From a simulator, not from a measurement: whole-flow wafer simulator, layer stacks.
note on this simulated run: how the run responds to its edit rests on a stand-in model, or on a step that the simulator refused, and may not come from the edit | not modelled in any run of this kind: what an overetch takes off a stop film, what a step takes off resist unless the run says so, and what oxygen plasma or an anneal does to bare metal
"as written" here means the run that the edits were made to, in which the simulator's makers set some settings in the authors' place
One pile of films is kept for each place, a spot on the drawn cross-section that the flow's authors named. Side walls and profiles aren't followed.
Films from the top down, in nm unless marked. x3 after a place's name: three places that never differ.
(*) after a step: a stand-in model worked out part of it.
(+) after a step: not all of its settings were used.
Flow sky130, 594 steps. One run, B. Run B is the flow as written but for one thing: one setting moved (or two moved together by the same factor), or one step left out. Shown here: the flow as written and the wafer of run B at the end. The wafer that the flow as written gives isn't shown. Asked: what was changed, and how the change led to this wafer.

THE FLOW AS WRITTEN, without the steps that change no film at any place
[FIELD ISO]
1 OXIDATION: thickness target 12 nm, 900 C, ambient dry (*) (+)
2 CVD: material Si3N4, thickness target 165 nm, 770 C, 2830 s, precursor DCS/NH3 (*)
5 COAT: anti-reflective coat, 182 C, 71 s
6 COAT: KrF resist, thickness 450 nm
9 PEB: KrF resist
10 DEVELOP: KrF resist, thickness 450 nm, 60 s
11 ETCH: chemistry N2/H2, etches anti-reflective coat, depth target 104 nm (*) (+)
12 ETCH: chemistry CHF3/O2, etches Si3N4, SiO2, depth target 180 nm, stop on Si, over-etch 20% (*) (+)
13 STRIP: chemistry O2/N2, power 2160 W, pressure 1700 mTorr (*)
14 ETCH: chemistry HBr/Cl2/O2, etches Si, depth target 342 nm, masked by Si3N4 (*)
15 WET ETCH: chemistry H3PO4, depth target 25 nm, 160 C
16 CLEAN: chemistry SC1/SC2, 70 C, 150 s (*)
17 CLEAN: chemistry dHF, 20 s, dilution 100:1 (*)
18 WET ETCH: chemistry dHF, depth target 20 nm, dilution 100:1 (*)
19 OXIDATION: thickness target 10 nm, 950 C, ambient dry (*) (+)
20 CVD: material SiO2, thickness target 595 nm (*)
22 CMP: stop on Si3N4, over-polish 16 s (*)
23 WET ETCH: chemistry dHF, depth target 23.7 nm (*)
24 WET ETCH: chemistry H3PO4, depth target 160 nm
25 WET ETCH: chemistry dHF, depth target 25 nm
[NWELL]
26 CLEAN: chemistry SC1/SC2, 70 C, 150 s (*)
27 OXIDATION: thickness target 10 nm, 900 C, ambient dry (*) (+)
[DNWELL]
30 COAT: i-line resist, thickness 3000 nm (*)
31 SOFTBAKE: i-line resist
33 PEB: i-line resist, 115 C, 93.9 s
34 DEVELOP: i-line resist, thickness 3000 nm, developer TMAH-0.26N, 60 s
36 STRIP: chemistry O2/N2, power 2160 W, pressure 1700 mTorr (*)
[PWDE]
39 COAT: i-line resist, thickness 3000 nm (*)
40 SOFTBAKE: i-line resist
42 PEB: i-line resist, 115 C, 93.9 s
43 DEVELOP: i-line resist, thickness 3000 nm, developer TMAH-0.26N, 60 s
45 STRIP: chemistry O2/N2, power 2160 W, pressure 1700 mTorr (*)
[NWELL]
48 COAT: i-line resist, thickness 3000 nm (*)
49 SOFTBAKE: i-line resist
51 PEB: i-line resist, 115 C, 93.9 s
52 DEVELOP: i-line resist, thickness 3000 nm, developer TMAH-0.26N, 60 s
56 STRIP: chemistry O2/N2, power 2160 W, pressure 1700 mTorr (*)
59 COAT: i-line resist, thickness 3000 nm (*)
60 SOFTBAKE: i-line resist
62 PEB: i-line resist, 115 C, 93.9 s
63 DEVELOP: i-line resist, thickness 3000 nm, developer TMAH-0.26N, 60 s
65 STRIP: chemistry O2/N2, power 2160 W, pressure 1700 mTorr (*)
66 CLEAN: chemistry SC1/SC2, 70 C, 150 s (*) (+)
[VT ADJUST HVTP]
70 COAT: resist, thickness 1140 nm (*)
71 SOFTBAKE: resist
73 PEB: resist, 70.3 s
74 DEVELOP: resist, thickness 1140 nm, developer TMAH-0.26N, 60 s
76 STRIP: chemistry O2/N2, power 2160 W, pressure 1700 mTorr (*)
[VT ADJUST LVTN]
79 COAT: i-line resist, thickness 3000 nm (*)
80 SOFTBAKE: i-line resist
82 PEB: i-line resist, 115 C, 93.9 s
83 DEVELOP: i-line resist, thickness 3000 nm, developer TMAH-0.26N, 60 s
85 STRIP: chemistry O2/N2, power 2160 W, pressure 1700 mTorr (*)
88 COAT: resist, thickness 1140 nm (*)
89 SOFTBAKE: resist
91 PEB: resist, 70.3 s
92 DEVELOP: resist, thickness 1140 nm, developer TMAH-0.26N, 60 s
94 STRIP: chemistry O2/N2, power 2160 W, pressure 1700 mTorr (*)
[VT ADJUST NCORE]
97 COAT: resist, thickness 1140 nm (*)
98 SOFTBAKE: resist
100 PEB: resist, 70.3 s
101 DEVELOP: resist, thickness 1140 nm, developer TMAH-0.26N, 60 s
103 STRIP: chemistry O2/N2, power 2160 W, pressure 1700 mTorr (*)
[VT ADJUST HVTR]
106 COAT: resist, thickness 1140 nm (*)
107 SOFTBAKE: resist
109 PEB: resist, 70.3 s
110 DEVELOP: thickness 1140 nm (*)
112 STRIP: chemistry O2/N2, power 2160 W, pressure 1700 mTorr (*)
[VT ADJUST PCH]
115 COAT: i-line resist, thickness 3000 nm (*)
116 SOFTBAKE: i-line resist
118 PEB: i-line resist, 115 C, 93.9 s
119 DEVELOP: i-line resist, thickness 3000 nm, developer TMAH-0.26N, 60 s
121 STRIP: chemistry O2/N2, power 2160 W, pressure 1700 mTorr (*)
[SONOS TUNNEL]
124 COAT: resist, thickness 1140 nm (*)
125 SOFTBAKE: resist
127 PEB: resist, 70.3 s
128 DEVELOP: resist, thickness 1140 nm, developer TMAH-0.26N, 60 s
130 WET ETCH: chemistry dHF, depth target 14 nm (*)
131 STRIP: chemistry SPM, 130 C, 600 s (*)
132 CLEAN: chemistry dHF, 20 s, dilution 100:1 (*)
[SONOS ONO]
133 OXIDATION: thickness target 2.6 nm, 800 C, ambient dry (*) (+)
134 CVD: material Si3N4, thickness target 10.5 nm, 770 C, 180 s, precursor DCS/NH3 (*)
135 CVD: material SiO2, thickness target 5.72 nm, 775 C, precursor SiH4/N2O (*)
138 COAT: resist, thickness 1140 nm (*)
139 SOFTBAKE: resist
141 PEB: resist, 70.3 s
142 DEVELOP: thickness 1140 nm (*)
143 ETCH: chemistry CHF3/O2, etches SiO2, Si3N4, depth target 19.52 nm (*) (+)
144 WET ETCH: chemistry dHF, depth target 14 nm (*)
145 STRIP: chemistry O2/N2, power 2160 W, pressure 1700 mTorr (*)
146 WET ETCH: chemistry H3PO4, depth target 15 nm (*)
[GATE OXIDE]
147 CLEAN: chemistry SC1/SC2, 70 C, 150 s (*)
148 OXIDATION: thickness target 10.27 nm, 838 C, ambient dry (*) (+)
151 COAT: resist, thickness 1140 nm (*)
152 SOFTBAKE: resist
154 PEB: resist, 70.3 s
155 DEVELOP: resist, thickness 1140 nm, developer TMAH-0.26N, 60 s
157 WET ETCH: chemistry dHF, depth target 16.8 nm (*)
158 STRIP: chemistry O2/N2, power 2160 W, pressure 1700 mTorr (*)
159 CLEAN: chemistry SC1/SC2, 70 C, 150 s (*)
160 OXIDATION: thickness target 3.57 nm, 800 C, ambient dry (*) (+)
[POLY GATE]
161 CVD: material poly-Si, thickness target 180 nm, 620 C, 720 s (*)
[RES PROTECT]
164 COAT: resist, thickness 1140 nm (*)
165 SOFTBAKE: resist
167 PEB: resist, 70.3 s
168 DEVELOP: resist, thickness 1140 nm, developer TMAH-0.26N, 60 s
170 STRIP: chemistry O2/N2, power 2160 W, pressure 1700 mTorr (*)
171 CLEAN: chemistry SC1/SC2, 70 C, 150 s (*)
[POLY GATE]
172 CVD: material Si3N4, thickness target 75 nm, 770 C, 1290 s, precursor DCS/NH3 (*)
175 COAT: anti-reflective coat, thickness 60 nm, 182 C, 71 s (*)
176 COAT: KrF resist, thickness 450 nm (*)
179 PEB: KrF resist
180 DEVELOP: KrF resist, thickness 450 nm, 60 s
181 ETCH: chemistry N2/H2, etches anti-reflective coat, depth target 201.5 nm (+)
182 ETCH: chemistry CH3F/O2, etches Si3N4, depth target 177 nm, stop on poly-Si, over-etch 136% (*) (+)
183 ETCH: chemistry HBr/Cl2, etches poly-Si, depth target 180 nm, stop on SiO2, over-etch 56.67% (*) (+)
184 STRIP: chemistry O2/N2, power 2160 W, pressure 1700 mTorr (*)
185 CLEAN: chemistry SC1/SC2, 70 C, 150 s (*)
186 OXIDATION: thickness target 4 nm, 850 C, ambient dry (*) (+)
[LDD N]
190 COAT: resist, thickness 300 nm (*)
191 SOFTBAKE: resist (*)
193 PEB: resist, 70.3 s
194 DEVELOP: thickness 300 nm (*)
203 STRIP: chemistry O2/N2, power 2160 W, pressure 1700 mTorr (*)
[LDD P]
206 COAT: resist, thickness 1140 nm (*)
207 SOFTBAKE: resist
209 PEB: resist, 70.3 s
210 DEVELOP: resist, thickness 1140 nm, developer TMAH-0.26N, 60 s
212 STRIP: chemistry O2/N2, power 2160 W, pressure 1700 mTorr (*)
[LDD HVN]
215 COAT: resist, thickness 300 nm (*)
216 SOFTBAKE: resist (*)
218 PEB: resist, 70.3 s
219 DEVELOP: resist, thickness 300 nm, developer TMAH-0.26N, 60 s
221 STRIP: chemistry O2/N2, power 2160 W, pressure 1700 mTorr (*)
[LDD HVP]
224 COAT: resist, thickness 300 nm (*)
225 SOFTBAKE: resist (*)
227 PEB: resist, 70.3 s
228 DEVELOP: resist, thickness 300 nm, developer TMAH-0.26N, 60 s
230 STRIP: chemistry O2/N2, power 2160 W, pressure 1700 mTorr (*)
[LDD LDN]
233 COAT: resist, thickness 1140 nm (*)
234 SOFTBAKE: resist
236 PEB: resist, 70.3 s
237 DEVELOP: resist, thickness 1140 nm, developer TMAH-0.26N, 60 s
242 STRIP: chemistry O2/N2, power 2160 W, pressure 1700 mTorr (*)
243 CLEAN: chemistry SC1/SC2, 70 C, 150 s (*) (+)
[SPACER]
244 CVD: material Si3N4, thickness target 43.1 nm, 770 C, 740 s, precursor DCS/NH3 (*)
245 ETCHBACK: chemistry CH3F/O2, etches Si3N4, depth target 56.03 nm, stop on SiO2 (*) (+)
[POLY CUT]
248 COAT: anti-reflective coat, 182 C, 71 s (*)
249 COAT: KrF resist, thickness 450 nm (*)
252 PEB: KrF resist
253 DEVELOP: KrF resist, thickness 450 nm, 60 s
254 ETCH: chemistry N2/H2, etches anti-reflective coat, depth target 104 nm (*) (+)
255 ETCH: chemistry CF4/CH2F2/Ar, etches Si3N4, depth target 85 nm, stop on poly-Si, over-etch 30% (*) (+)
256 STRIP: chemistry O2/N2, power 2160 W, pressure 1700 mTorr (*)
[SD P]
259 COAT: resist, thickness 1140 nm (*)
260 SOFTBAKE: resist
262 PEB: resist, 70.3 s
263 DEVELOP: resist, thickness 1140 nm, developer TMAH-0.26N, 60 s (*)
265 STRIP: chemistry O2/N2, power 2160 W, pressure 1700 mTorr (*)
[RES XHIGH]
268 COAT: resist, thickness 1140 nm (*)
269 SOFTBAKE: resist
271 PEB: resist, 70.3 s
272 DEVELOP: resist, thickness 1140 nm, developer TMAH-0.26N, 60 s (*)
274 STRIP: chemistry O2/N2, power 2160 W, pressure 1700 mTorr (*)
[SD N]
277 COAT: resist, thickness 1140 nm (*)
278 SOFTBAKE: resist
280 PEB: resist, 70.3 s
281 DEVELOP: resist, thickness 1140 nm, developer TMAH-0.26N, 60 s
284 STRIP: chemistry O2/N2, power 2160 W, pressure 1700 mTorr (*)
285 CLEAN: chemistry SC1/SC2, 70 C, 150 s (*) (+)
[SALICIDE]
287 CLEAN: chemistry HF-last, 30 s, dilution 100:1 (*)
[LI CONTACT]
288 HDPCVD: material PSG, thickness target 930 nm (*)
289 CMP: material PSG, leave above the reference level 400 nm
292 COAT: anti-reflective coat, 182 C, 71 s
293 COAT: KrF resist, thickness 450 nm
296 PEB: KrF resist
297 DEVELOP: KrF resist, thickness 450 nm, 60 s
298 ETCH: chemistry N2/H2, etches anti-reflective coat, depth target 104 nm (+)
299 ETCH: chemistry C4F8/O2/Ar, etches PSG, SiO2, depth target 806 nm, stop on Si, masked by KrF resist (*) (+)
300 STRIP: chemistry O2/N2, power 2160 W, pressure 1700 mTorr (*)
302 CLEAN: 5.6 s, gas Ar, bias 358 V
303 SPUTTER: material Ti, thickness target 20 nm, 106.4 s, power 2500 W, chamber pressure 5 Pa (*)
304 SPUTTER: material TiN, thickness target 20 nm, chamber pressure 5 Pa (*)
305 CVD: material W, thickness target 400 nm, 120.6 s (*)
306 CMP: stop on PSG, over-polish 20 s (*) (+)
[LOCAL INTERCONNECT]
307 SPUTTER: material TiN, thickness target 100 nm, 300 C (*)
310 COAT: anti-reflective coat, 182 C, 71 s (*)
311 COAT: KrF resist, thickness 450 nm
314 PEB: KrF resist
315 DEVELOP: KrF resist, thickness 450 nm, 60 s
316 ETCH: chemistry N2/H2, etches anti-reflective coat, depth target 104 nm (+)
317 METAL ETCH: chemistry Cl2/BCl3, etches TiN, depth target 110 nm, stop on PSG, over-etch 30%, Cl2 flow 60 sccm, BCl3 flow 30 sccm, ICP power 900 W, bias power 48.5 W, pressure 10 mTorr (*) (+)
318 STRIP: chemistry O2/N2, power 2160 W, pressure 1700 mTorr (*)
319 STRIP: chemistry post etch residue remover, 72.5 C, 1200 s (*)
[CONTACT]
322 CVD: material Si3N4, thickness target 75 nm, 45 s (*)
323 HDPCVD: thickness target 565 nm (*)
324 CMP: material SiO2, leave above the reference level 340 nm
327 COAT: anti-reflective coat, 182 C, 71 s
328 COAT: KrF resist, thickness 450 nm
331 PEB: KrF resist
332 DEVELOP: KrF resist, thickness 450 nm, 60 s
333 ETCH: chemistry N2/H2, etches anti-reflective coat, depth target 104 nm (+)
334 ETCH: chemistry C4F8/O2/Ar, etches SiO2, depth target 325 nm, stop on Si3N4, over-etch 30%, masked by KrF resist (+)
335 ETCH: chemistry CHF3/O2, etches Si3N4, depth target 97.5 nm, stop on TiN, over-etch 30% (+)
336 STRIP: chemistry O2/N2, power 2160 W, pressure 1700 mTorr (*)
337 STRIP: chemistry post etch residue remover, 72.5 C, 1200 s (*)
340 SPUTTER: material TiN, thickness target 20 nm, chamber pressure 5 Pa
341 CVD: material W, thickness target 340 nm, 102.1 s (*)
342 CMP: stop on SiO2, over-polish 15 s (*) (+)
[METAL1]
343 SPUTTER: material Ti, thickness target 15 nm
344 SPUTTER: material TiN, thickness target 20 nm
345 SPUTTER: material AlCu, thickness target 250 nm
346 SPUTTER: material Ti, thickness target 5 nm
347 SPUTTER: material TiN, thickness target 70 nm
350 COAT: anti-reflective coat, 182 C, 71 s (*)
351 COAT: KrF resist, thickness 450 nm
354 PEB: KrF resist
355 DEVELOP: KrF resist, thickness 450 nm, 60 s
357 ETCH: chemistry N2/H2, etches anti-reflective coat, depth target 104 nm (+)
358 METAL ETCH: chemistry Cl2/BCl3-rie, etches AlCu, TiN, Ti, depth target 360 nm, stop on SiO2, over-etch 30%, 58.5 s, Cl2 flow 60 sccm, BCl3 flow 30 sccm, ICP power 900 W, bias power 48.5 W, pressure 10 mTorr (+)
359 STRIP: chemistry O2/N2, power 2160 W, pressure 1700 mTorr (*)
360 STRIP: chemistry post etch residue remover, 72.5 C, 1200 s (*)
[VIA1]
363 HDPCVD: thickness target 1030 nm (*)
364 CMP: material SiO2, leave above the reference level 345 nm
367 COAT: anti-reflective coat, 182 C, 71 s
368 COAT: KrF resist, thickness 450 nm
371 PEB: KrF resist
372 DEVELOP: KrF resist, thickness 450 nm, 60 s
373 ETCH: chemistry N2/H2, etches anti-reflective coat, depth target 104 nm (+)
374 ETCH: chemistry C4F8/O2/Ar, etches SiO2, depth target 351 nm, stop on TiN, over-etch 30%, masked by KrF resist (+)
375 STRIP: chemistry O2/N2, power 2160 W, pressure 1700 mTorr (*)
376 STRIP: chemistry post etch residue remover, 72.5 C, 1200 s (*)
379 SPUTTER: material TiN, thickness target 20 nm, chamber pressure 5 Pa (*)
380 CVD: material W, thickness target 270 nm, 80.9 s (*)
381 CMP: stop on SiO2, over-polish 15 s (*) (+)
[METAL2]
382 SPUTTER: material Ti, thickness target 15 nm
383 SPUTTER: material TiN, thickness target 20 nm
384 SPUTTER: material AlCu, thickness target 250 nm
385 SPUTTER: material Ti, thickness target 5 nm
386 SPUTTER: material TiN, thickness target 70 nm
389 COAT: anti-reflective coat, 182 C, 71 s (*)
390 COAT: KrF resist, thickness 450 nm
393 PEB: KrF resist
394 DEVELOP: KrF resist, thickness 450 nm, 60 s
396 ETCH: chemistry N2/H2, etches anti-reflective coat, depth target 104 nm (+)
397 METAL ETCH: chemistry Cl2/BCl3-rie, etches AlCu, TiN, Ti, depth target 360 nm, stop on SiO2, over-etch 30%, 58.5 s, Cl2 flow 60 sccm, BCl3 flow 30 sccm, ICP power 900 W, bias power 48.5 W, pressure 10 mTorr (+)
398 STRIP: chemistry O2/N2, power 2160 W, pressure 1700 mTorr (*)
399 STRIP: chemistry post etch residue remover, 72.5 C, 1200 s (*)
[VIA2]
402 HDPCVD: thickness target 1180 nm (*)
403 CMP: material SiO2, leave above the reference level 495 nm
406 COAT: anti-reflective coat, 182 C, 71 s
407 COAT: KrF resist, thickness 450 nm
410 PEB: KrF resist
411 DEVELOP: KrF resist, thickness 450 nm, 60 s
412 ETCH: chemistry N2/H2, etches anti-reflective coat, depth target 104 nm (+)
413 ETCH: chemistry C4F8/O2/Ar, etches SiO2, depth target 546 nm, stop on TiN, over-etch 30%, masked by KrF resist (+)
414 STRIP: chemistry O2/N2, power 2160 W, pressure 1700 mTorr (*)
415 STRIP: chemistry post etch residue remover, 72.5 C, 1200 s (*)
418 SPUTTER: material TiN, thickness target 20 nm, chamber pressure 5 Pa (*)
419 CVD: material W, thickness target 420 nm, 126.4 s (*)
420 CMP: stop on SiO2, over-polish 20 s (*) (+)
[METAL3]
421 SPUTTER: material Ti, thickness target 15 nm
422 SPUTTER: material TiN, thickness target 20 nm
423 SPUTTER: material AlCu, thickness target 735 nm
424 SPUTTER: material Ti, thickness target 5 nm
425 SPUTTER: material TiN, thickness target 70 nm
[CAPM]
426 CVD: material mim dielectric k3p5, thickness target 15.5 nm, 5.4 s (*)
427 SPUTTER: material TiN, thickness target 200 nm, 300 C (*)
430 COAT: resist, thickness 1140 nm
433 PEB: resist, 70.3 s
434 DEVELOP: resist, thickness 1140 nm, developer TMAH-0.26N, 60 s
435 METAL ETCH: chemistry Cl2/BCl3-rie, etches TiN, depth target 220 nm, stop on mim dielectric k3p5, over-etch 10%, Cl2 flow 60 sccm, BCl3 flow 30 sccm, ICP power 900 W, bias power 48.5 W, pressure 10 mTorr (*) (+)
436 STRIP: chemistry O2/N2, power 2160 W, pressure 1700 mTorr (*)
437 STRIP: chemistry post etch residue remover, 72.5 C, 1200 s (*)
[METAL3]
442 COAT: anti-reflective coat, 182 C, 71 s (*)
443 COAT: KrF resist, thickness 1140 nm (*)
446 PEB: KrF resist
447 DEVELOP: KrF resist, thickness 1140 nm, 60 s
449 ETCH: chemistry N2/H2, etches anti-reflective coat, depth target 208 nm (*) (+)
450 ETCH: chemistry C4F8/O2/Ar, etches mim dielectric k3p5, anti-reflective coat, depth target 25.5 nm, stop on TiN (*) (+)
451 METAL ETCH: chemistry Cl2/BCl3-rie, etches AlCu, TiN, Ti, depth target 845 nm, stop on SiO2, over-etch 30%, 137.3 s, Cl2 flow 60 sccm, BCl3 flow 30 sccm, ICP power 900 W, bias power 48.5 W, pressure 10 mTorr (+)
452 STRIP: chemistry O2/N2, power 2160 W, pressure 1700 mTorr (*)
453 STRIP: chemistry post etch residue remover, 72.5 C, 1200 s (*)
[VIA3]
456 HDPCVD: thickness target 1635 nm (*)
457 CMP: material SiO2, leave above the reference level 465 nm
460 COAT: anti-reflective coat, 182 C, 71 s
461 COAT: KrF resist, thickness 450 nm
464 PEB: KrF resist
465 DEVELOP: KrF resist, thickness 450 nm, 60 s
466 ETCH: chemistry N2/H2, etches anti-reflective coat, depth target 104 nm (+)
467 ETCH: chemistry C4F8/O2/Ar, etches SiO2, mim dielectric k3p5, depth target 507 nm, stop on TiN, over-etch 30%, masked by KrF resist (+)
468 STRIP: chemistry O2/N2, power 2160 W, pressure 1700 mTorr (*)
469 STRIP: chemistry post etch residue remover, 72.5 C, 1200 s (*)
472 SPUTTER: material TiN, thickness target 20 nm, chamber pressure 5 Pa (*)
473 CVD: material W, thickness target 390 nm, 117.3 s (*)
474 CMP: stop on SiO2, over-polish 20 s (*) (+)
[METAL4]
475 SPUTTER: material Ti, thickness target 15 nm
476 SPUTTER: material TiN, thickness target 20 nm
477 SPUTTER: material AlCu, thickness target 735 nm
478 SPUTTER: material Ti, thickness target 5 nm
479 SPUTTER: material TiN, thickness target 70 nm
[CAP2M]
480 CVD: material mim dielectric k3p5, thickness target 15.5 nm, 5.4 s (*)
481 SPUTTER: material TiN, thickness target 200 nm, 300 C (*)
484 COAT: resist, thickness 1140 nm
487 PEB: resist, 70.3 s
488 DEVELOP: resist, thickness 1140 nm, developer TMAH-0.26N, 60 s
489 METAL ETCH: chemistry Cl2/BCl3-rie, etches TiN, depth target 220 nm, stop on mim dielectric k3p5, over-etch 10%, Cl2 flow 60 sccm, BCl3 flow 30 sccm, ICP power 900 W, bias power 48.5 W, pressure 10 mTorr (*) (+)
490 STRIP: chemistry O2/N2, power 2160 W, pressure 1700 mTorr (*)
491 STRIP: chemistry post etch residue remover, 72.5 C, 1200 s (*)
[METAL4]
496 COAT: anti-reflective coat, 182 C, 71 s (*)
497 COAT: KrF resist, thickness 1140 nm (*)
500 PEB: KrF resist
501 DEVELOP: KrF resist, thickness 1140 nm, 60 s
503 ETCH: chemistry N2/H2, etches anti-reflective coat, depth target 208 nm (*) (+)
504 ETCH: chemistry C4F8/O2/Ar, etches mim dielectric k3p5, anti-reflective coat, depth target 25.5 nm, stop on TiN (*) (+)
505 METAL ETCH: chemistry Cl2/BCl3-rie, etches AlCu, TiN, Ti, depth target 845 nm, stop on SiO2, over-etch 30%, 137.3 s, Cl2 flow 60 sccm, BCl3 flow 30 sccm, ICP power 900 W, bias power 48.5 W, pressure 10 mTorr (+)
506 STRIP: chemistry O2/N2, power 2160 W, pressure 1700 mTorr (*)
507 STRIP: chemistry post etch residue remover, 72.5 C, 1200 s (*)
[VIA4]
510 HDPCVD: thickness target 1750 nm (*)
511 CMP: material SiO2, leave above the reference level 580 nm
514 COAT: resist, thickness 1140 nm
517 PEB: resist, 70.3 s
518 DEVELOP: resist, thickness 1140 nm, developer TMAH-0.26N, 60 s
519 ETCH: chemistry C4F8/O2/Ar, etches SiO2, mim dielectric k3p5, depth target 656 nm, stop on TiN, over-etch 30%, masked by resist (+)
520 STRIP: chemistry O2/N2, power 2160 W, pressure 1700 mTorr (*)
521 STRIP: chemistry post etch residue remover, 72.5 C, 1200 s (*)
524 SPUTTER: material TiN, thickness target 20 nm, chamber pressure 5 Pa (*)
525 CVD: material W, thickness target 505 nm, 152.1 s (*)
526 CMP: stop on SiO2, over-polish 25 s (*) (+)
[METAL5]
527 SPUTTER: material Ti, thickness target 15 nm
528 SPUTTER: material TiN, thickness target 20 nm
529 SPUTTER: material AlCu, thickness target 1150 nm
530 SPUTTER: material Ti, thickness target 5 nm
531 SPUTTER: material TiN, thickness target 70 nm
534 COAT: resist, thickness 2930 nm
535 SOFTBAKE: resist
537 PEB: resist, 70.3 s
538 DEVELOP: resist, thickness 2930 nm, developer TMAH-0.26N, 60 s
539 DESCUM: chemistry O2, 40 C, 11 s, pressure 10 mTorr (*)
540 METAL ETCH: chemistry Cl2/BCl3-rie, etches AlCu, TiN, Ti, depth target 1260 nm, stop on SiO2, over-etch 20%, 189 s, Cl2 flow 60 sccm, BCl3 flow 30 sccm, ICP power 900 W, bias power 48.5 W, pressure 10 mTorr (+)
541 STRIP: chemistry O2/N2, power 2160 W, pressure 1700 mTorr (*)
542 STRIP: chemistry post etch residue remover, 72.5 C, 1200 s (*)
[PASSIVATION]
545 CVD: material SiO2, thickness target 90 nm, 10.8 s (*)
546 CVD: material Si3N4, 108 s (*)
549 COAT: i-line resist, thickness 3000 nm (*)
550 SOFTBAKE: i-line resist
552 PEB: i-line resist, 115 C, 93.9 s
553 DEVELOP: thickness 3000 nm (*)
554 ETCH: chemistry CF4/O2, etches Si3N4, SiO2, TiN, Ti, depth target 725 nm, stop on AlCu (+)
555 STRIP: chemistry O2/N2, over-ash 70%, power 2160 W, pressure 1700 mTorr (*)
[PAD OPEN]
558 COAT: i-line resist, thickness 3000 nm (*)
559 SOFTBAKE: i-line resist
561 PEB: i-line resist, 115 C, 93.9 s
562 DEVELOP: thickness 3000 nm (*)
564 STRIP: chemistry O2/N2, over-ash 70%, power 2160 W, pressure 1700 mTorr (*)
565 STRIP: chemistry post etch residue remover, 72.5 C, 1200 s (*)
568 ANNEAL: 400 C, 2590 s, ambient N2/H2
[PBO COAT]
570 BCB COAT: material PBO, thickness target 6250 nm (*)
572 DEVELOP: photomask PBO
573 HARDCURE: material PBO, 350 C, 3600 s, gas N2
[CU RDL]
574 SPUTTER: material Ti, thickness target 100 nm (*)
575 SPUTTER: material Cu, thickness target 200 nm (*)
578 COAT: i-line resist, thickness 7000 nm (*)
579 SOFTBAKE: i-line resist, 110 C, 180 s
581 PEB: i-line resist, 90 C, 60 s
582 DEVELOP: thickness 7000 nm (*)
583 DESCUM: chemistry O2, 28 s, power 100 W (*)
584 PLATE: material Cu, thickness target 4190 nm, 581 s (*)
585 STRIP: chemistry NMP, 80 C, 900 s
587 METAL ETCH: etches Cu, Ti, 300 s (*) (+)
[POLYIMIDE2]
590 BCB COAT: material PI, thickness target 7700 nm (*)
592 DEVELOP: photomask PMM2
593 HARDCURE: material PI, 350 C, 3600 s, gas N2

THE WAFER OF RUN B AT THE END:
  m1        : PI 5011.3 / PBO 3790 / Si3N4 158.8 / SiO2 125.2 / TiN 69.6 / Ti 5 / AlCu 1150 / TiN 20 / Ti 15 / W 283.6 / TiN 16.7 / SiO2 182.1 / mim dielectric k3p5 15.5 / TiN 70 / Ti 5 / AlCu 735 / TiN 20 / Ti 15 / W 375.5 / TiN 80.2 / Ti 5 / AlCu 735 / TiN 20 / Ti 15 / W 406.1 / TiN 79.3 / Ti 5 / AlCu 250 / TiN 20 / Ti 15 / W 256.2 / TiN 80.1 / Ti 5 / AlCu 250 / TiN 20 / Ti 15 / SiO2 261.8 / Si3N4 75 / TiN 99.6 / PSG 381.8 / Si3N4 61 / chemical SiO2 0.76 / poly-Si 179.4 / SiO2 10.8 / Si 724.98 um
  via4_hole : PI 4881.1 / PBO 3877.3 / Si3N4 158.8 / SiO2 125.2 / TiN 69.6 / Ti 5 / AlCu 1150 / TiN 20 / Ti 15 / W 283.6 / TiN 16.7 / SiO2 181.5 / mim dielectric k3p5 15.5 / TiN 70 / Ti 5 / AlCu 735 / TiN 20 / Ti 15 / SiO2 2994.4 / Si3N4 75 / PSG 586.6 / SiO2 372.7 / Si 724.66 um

The cause: step 519, ETCH: depth target 308 nm was run, where the flow has depth target 656 nm.

How the change led to this, step by step:
  519 ETCH: chemistry C4F8/O2/Ar, etches SiO2, mim dielectric k3p5, depth target 656 nm, stop on TiN, over-etch 30%, masked by resist (+)
      m1: SiO2 -308 (as written it would be: SiO2 -490.1 (all of it), mim dielectric k3p5 -15.5 (all of it))
      via4_hole: SiO2 -308 (as written it would be: SiO2 -489.5 (all of it), mim dielectric k3p5 -15.5 (all of it))
      (and at 191 more places)
  520 STRIP: chemistry O2/N2, power 2160 W, pressure 1700 mTorr (*)
      field, active, n_well and 188 more: resist -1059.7 (all of it) (as written it would be: resist -990.1 (all of it))
  524 SPUTTER: material TiN, thickness target 20 nm, chamber pressure 5 Pa (*)
      m1, via4_hole: TiN +16.7 (new film) (as written it would be: TiN +15.3)
  525 CVD: material W, thickness target 505 nm, 152.1 s (*)
      m1: W +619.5 (new film) (as written it would be: W +1015.8 (new film))
      via4_hole: W +621.2 (new film) (as written it would be: W +1015.2 (new film))
  526 CMP: stop on SiO2, over-polish 25 s (*) (+)
      m1: W -335.9 (as written it would be: W -532.7)
      via4_hole: W -337.7 (as written it would be: W -532.7)
Counting metal films that touch as one body, m1 has 3 bodies (between them, from the top down: SiO2 182.1 / mim dielectric k3p5 15.5; SiO2 261.8 / Si3N4 75); the flow as written gives 2 bodies (between them, from the top down: SiO2 261.8 / Si3N4 75).
Counting metal films that touch as one body, via4_hole has 2 bodies (between them, from the top down: SiO2 181.5 / mim dielectric k3p5 15.5); the flow as written gives 1 body.
